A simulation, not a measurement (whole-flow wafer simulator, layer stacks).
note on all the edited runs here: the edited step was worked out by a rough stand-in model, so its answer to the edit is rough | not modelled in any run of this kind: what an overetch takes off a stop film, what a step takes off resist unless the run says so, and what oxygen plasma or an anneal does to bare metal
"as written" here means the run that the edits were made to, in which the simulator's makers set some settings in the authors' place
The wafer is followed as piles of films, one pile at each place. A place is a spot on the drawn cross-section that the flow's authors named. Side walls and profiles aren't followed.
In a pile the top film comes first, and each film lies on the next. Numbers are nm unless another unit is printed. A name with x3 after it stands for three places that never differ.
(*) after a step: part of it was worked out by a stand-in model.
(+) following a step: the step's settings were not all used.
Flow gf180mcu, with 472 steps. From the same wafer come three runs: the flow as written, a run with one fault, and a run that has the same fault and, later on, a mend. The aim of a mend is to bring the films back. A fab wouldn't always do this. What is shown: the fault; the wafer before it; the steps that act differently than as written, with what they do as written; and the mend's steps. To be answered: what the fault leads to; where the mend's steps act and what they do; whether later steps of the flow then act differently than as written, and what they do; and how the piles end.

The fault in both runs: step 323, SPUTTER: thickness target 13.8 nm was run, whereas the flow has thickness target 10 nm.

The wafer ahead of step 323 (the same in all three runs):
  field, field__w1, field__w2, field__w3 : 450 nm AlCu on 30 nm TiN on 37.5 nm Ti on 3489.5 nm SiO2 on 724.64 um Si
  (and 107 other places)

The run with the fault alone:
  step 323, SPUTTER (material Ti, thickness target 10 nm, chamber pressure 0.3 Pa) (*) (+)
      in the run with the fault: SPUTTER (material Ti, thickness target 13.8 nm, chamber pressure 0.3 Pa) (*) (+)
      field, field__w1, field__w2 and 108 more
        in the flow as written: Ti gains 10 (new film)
        in the run with the fault: Ti gains 13.8 (new film)
  Steps further on in the flow that do not act as written (not shown: 5 more steps that differ only slightly, by at most 2% or 0.5 nm, whichever is larger):
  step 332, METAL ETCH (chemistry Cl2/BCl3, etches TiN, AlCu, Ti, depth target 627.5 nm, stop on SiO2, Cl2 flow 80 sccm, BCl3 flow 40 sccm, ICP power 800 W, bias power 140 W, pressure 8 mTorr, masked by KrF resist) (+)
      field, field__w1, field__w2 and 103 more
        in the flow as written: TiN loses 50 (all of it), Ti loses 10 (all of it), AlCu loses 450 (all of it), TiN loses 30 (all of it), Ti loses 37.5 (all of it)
        in the run with the fault: TiN loses 50 (all of it), Ti loses 13.8 (all of it), AlCu loses 450 (all of it), TiN loses 30 (all of it), Ti loses 37.5 (all of it)
  By the end, the piles at field__w8, contact, m1, m1__w1, m1_nw depart from the flow's by more than 2% or 0.5 nm, whichever is larger.
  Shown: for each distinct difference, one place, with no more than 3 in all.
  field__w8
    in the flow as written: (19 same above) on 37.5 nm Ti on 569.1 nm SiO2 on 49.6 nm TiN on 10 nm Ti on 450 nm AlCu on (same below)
    in the run with the fault: (19 same above) on 37.5 nm Ti on 565.3 nm SiO2 on 49.6 nm TiN on 13.8 nm Ti on 450 nm AlCu on (same below)
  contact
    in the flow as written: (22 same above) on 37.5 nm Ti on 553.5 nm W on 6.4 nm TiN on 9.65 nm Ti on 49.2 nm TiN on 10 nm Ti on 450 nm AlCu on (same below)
    in the run with the fault: (22 same above) on 37.5 nm Ti on 549.7 nm W on 6.42 nm TiN on 9.67 nm Ti on 49.2 nm TiN on 13.8 nm Ti on 450 nm AlCu on (same below)

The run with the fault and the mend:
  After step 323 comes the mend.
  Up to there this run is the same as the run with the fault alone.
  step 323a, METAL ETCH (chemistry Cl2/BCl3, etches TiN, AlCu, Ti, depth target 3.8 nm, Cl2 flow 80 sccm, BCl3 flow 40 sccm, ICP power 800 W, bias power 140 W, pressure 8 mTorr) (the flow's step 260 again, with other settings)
      field, field__w1, field__w2 and 108 more
        Ti loses 3.8
  None of the later steps of the flow acts differently than as written at any place that is followed.
  At every place that both follow, the piles at the end match the flow's.
